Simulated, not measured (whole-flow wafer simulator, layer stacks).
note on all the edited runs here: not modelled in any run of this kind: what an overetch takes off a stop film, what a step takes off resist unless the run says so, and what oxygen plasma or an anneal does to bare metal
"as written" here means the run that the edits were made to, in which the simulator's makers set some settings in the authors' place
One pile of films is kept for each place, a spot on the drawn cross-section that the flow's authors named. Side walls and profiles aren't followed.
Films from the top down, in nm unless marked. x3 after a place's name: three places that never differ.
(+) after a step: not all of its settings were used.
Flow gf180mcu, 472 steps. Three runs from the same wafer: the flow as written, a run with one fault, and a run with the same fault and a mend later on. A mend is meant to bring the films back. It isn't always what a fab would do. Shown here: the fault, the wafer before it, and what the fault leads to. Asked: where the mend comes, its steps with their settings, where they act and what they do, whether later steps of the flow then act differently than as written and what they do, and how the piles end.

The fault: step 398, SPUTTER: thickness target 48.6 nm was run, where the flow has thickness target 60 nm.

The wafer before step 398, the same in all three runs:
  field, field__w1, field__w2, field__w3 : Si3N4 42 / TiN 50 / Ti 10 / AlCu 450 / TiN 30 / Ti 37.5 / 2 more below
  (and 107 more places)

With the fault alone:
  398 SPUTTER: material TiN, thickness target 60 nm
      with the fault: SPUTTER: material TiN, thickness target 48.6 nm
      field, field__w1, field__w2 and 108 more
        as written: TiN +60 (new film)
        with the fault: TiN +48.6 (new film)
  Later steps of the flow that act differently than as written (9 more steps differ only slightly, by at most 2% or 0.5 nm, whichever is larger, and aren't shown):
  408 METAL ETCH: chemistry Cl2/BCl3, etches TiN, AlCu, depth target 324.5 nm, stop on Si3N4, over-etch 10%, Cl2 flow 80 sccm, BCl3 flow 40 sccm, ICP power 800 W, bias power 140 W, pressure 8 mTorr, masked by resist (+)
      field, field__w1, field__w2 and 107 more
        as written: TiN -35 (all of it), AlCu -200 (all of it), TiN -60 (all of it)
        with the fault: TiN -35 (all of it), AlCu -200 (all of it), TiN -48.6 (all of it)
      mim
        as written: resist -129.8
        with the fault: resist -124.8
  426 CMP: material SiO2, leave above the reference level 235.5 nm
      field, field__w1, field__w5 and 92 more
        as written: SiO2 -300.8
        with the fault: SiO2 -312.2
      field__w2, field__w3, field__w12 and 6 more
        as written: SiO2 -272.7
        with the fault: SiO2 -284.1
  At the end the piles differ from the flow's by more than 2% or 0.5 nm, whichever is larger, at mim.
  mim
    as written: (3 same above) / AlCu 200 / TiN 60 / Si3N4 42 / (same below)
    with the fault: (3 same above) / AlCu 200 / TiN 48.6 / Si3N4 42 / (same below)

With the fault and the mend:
  The mend comes after step 398.
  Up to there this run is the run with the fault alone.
  398a SPUTTER: material TiN, thickness target 11.4 nm (the flow's step 398 once more, with other settings)
      field, field__w1, field__w2 and 108 more
        TiN +11.4
  No later step of the flow acts differently than as written at any place that is followed.
  At the end the piles are the same as the flow's at every place that both follow.
